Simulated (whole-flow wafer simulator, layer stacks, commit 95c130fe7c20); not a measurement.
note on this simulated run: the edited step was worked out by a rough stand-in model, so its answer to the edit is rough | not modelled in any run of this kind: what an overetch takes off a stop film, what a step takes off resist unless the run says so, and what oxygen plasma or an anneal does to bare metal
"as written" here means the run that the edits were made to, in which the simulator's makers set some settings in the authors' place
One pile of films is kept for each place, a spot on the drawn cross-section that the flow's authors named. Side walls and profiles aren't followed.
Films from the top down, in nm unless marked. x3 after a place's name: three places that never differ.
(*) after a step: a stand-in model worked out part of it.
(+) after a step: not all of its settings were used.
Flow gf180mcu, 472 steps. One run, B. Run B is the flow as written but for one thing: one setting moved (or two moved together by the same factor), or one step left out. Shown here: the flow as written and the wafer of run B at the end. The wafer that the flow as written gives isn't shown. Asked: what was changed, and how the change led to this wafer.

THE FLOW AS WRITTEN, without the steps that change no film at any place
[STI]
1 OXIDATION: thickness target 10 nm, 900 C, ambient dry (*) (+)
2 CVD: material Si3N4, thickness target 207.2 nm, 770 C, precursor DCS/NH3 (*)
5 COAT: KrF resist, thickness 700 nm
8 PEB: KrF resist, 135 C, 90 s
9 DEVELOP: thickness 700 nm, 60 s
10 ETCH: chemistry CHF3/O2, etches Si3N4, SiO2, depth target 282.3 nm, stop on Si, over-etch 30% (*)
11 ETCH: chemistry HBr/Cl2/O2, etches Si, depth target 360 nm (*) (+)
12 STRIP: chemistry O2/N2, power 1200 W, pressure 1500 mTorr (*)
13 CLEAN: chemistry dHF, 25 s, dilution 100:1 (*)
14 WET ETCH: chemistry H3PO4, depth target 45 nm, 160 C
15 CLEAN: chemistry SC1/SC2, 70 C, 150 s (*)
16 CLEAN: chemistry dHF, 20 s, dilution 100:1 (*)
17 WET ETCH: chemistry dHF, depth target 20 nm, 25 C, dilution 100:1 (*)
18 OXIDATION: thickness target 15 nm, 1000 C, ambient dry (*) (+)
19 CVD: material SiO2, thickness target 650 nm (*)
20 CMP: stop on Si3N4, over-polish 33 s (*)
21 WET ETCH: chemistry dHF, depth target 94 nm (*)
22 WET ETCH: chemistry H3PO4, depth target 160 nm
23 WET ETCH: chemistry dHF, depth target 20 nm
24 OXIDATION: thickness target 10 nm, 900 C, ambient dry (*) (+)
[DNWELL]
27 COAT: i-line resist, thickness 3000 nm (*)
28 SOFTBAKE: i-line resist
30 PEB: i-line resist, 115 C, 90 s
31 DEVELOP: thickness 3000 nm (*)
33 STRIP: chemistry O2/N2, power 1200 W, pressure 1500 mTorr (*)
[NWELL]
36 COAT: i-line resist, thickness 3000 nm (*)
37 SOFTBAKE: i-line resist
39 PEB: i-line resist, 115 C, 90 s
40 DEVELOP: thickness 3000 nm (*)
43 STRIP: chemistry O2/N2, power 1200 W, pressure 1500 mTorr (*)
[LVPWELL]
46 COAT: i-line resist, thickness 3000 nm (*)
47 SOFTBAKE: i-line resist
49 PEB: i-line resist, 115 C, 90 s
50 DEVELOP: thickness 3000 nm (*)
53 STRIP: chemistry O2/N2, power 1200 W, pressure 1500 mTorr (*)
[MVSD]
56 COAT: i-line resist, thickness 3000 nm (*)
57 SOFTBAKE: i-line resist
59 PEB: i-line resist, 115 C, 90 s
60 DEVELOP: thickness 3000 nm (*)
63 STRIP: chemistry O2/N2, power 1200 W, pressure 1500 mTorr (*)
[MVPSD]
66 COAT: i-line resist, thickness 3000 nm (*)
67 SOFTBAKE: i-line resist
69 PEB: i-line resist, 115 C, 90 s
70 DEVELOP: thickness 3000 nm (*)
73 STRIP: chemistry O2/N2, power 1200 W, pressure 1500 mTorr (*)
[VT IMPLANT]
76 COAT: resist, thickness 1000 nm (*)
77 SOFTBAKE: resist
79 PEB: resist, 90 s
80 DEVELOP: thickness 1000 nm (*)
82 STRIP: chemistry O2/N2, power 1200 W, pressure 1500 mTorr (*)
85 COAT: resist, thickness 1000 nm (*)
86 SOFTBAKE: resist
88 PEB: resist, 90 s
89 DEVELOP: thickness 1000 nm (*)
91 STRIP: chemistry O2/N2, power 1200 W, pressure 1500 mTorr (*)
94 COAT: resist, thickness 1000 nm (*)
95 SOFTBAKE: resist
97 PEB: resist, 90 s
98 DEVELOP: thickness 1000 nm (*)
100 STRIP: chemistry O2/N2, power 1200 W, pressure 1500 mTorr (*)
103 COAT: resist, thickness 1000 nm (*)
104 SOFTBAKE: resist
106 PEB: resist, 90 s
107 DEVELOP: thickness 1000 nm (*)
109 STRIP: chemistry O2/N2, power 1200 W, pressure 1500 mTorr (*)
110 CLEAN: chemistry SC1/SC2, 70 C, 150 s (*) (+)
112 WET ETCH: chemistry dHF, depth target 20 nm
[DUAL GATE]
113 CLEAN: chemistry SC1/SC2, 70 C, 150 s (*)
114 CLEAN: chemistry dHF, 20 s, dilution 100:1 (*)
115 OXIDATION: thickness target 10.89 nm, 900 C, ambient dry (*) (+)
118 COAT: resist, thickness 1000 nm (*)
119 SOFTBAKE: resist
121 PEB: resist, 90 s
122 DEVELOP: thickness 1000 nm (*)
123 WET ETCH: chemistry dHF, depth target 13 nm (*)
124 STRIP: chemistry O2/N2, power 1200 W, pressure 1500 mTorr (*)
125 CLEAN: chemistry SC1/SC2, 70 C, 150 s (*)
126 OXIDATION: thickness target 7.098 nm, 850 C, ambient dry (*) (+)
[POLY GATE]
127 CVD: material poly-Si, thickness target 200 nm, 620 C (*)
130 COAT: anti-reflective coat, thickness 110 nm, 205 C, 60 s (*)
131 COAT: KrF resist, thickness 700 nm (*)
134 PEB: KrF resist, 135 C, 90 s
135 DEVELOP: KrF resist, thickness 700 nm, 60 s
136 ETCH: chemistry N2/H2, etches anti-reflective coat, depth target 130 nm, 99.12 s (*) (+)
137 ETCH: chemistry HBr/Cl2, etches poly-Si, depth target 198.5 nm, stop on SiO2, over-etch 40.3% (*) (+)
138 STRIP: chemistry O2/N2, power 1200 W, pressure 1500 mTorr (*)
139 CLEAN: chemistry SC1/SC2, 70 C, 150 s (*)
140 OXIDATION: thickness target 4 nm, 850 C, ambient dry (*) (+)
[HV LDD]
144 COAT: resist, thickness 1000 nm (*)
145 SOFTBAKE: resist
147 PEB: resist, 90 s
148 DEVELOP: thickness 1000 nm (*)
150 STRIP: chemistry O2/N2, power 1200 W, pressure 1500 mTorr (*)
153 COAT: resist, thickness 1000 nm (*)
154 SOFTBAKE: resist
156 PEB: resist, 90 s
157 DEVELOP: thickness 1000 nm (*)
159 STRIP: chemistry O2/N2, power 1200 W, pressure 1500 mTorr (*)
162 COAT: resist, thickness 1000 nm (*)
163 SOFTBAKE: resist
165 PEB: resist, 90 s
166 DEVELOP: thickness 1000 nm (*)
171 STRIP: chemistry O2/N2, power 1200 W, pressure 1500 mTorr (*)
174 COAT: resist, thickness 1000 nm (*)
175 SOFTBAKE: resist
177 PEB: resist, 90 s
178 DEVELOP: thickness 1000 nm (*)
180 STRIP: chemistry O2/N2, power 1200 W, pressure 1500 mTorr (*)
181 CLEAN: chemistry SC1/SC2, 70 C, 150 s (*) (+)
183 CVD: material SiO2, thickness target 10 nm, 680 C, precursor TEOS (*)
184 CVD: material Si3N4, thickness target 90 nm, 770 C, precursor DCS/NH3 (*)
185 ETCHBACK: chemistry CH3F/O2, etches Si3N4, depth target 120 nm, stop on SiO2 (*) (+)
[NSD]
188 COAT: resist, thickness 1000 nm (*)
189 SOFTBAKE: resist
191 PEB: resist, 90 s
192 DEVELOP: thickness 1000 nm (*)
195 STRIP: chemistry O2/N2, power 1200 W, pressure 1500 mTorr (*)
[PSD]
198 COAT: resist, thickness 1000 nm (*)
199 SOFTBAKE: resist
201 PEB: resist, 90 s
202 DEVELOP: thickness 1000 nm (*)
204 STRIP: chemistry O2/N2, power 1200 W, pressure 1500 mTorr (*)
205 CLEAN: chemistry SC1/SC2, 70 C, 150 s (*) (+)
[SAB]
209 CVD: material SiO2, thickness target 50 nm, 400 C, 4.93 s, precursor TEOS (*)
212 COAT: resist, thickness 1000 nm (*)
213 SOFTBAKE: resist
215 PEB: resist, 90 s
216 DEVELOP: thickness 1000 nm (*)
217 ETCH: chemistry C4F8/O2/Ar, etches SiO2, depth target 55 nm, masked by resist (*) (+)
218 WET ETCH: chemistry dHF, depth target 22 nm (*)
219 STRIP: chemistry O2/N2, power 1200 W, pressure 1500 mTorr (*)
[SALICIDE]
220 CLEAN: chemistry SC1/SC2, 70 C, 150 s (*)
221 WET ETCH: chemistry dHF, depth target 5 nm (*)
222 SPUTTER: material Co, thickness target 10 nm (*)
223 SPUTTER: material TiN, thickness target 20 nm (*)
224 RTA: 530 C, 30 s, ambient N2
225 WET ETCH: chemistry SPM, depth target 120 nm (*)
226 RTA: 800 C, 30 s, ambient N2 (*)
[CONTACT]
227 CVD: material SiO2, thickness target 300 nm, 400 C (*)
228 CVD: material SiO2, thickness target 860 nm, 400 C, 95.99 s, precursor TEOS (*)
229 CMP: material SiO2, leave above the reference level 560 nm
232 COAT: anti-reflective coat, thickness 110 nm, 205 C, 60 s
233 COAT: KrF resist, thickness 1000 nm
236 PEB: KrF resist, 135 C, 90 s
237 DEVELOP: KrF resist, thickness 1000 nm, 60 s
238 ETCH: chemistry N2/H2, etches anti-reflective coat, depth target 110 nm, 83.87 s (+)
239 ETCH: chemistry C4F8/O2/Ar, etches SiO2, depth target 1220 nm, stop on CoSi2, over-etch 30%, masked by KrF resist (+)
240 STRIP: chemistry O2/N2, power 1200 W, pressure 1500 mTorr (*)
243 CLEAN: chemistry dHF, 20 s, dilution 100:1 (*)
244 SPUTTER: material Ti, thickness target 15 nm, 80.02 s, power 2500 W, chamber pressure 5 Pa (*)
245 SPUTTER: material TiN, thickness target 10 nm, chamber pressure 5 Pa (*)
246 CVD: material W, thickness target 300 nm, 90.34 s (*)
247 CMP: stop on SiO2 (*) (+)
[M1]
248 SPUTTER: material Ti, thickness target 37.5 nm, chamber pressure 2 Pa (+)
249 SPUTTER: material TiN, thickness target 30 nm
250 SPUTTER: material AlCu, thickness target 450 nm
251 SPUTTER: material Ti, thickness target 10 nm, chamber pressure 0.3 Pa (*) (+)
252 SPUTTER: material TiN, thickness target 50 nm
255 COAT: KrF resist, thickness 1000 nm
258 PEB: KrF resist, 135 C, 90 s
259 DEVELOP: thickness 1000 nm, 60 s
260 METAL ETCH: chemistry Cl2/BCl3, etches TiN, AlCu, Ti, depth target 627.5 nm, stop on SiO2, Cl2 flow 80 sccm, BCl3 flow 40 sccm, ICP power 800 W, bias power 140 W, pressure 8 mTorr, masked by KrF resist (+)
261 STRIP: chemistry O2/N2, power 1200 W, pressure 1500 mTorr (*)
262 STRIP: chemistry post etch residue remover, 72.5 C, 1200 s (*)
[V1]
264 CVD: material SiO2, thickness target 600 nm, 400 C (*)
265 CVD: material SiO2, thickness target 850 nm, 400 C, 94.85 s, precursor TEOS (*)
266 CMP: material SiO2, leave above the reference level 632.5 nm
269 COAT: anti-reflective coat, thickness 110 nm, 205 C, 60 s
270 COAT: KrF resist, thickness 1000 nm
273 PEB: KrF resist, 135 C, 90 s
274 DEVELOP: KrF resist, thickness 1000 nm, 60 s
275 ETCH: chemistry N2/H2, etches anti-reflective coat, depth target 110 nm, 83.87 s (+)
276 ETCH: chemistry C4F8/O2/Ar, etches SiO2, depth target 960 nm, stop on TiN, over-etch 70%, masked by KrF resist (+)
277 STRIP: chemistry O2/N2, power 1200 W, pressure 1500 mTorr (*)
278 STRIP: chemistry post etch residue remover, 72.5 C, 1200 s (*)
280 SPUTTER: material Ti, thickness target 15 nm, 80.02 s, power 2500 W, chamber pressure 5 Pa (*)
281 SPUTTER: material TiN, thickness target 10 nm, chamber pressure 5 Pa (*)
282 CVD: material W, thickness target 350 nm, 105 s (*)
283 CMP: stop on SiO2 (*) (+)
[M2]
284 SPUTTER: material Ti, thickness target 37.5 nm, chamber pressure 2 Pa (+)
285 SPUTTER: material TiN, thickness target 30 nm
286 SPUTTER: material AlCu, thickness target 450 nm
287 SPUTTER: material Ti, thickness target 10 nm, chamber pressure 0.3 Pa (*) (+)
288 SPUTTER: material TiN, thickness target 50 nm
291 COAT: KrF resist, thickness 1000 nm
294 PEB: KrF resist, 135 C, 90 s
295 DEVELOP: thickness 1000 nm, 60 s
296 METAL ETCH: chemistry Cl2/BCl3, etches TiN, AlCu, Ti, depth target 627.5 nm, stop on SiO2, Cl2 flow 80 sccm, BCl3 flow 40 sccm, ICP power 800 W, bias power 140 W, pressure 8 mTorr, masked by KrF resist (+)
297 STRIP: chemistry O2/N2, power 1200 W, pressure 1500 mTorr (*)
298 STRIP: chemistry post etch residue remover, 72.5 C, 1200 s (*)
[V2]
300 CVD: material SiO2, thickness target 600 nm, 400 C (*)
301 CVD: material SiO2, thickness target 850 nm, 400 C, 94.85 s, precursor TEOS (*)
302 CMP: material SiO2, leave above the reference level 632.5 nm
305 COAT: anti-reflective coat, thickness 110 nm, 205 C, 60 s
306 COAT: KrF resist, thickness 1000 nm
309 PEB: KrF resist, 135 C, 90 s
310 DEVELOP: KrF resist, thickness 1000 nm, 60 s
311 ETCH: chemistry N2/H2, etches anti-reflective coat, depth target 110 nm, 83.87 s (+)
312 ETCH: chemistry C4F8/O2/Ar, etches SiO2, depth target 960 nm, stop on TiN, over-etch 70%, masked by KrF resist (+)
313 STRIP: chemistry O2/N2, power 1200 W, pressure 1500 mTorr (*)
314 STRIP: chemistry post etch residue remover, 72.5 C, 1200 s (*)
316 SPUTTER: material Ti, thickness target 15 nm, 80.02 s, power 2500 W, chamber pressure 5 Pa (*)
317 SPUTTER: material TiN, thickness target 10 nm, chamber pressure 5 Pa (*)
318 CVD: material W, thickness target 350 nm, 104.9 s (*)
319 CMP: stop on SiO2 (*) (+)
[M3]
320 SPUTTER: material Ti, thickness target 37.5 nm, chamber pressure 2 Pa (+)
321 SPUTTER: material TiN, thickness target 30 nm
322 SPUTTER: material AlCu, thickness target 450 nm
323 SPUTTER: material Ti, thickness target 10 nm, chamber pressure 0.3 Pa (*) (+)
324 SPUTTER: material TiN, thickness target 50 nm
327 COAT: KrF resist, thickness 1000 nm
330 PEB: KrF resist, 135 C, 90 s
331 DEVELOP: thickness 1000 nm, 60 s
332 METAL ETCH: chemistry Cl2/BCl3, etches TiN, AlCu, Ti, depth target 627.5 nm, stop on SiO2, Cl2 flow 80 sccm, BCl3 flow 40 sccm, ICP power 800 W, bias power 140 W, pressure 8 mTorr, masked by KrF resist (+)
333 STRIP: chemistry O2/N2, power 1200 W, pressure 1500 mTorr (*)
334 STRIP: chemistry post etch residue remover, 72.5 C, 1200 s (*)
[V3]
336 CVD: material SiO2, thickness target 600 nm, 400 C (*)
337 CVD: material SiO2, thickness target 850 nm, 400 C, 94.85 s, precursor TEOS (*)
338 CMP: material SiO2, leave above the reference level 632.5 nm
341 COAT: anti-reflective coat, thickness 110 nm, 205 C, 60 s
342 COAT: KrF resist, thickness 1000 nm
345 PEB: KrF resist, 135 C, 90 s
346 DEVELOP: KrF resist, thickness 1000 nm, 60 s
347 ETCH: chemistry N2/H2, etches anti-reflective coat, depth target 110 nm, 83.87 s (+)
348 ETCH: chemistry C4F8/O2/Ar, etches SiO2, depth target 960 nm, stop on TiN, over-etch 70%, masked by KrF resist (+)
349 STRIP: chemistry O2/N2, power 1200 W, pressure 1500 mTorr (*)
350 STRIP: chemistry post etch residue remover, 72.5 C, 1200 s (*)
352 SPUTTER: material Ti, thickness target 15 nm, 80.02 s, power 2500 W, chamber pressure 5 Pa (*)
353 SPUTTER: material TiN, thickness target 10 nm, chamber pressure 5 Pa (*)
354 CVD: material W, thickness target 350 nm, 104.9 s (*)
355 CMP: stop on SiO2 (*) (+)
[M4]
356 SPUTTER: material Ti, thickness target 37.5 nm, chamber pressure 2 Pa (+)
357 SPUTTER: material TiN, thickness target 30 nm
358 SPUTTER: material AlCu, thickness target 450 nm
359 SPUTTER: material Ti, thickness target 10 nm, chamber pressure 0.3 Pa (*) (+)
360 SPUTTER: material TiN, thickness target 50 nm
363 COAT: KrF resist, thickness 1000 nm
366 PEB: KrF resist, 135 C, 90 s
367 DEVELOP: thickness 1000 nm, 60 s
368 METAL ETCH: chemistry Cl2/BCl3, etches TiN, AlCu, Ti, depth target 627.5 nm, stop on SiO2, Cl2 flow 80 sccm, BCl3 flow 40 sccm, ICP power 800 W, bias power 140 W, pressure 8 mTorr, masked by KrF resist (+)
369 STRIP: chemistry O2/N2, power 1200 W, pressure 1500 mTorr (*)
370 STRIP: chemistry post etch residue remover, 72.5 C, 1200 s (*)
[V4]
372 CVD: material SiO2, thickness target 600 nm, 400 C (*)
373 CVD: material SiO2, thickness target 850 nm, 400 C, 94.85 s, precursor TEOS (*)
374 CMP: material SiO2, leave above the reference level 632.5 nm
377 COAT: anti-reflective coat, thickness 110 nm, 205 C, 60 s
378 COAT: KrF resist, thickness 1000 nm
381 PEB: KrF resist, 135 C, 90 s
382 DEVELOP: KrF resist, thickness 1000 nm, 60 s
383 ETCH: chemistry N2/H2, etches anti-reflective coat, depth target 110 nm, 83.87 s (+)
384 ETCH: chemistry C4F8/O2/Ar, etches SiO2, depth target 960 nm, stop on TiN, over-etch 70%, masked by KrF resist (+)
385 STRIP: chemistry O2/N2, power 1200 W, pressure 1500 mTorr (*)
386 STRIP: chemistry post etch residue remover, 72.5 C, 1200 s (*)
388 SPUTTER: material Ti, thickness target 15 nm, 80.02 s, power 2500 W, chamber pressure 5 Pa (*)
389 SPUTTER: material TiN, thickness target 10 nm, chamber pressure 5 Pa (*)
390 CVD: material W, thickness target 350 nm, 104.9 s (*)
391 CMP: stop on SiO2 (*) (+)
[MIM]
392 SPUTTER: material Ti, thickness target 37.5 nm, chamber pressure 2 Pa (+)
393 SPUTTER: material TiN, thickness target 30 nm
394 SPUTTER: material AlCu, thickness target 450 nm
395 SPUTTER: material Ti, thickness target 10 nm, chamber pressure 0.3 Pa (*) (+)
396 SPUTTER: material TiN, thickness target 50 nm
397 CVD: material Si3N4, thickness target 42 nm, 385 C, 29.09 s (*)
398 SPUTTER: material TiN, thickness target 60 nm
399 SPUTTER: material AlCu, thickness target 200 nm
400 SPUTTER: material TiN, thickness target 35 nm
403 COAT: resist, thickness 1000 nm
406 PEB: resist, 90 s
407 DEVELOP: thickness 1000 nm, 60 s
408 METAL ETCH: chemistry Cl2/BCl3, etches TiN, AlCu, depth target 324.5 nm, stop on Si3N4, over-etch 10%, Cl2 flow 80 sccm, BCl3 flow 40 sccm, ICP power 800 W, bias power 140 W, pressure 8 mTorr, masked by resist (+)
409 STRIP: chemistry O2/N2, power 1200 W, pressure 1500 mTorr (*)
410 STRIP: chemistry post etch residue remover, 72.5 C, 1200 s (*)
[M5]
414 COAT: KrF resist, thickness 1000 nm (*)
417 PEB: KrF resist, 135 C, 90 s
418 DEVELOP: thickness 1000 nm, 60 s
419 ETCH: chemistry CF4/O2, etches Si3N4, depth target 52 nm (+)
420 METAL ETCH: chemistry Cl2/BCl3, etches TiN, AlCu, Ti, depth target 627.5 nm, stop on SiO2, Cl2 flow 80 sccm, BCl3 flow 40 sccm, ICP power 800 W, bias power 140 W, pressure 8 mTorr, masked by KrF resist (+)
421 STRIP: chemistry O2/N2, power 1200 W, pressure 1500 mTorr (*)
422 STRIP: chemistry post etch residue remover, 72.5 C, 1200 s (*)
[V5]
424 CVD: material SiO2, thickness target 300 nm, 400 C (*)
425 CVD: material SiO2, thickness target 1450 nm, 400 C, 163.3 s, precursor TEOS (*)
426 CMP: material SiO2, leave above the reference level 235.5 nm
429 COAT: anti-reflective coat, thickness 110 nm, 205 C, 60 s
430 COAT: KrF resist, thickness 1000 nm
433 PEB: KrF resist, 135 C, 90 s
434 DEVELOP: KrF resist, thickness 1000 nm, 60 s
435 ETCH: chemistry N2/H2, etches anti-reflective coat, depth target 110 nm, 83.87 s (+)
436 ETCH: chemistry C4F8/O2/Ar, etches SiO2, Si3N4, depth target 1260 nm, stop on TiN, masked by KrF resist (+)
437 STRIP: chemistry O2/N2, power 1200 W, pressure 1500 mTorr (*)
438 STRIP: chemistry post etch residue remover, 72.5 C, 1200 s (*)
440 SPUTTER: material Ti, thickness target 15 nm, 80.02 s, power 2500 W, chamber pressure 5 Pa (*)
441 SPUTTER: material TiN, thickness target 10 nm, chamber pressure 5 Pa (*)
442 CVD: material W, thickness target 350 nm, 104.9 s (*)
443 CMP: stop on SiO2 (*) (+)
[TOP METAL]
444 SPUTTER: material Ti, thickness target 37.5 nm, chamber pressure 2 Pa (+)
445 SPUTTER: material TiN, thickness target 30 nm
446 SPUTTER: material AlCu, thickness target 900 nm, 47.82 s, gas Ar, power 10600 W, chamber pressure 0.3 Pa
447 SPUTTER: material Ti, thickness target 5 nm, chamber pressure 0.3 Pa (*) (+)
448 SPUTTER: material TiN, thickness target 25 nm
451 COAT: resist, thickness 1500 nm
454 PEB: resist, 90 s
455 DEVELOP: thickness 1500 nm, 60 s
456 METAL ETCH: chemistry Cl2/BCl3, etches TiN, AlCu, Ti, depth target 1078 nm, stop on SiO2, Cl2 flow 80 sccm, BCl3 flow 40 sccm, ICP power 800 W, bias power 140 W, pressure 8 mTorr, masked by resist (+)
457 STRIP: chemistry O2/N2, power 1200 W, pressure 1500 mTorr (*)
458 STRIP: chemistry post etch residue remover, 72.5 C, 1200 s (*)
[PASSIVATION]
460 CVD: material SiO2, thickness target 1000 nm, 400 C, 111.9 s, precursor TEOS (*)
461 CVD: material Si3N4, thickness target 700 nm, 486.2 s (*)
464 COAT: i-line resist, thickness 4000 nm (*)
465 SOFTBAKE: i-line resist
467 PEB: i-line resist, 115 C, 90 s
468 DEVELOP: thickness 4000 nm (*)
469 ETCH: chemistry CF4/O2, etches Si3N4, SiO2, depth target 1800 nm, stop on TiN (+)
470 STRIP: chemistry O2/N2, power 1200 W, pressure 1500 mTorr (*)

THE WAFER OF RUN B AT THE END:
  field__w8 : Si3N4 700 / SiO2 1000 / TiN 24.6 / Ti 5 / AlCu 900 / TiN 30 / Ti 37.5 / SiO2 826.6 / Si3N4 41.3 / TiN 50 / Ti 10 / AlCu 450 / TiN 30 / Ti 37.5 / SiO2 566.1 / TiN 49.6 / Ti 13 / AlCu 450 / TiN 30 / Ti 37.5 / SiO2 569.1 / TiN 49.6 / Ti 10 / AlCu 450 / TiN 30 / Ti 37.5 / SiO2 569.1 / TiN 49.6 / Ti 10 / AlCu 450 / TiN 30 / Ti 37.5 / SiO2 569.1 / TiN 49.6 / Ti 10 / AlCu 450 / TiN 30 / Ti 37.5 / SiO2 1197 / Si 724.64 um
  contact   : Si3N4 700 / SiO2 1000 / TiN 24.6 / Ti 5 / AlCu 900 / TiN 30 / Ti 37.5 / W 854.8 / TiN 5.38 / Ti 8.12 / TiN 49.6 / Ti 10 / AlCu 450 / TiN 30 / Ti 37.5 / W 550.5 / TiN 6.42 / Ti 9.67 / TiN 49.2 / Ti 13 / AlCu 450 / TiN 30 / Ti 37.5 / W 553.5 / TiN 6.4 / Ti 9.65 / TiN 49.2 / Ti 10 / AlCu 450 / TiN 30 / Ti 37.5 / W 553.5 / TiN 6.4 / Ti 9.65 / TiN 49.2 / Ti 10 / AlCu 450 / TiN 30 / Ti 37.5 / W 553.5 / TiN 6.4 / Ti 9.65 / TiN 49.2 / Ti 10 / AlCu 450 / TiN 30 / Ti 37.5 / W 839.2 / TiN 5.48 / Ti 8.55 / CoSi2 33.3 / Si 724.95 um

The cause: step 359, SPUTTER: thickness target 13 nm was run, where the flow has thickness target 10 nm.
It can be read off the wafer: field__w8 has Ti 13, and step 359 as written asks for 10 nm.

How the change led to this, step by step:
  359 SPUTTER: material Ti, thickness target 10 nm, chamber pressure 0.3 Pa (*) (+)
      field, field__w1, field__w2 and 108 more: Ti +13 (new film) (as written it would be: Ti +10 (new film))
  368 METAL ETCH: chemistry Cl2/BCl3, etches TiN, AlCu, Ti, depth target 627.5 nm, stop on SiO2, Cl2 flow 80 sccm, BCl3 flow 40 sccm, ICP power 800 W, bias power 140 W, pressure 8 mTorr, masked by KrF resist (+)
      field, field__w1, field__w2 and 103 more: TiN -50 (all of it), Ti -13 (all of it), AlCu -450 (all of it), TiN -30 (all of it), Ti -37.5 (all of it) (as written it would be: TiN -50 (all of it), Ti -10 (all of it), AlCu -450 (all of it), TiN -30 (all of it), Ti -37.5 (all of it))
